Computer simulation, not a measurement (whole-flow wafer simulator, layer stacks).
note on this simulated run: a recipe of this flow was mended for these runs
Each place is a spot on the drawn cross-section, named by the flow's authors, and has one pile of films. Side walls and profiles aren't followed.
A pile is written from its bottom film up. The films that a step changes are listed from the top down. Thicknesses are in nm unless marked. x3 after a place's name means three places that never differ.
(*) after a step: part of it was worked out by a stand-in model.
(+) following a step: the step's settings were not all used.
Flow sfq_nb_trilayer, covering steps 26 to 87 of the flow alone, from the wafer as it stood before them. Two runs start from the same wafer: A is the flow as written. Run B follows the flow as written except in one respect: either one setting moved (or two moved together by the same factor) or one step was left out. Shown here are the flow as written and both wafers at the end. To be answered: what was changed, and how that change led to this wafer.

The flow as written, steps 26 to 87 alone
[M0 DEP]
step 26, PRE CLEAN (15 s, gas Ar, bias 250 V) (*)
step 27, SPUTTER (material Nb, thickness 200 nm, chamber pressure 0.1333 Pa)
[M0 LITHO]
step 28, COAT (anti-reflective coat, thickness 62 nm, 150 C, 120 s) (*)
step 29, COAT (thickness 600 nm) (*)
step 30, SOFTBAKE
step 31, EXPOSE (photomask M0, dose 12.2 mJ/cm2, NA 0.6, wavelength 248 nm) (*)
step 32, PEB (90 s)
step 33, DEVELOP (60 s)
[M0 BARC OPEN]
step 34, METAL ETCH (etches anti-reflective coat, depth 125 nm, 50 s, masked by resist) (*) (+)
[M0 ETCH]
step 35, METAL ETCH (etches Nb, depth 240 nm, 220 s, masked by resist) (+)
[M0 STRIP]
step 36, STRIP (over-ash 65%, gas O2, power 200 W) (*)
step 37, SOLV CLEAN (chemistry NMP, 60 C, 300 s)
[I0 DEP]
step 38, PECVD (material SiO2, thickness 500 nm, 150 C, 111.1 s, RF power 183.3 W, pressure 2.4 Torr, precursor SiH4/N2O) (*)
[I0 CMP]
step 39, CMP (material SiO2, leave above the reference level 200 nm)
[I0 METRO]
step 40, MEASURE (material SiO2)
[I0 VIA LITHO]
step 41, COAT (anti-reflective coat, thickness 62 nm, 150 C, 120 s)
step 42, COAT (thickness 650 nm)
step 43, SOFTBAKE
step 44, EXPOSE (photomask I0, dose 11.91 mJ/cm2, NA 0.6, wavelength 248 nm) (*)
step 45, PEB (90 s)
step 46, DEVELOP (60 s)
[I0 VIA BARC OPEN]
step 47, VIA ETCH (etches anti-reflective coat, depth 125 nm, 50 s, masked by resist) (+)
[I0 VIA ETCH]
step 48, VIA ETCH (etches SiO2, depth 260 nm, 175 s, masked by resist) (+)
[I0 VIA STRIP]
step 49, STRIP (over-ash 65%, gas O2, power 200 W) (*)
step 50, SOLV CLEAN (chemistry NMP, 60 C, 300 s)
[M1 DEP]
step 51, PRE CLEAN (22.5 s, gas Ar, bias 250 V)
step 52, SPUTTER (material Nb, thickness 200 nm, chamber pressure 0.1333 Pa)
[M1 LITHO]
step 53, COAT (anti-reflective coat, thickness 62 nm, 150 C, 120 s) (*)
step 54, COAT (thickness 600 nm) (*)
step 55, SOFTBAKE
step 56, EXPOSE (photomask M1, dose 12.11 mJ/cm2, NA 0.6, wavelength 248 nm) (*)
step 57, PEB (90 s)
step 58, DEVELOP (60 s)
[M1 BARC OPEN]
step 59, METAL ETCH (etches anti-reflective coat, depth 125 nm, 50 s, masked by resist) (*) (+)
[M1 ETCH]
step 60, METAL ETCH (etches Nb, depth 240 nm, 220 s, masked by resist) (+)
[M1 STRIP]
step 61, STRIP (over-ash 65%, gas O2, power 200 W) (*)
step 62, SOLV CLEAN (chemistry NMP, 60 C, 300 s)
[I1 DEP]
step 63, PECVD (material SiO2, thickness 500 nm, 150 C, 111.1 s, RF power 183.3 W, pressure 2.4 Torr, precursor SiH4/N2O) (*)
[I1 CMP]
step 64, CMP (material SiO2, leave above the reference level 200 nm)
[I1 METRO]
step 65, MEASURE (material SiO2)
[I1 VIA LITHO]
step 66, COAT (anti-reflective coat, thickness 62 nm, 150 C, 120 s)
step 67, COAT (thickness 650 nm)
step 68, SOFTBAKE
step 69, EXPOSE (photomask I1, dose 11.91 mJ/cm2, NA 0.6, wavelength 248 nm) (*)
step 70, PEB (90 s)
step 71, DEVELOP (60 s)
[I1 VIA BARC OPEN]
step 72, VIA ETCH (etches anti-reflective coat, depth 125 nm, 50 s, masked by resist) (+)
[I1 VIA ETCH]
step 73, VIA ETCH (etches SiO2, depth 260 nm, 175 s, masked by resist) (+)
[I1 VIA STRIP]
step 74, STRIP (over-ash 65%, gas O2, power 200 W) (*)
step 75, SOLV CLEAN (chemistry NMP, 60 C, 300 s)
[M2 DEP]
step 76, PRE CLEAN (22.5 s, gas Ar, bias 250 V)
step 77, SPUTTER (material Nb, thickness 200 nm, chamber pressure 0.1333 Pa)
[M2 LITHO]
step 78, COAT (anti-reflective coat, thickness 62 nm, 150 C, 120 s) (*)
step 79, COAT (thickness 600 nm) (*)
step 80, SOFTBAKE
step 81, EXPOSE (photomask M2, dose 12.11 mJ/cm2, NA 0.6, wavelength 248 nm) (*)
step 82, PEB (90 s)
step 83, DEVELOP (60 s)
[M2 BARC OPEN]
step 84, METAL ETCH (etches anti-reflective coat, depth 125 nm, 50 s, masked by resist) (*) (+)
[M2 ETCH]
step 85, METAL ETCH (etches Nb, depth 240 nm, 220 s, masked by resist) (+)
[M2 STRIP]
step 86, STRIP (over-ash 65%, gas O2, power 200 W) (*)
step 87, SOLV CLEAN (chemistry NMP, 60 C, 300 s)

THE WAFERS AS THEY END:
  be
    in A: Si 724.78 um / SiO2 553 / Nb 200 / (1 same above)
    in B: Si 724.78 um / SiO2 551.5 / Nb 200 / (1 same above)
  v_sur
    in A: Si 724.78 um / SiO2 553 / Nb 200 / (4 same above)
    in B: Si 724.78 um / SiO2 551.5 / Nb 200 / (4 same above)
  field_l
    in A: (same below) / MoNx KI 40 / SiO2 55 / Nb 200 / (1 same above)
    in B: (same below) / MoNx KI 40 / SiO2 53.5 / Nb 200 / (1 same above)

What caused this: step 26, PRE CLEAN: bias 362.5 V was run, though the flow has bias 250 V.

The path from the change to this, step by step:
  step 26, PRE CLEAN (15 s, gas Ar, bias 250 V) (*)
      field_l, v_sur, via_wl and 102 more: A SiO2 loses 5 | B SiO2 loses 6.49
      l0v: A MoNx KI loses 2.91 | B MoNx KI loses 4.15
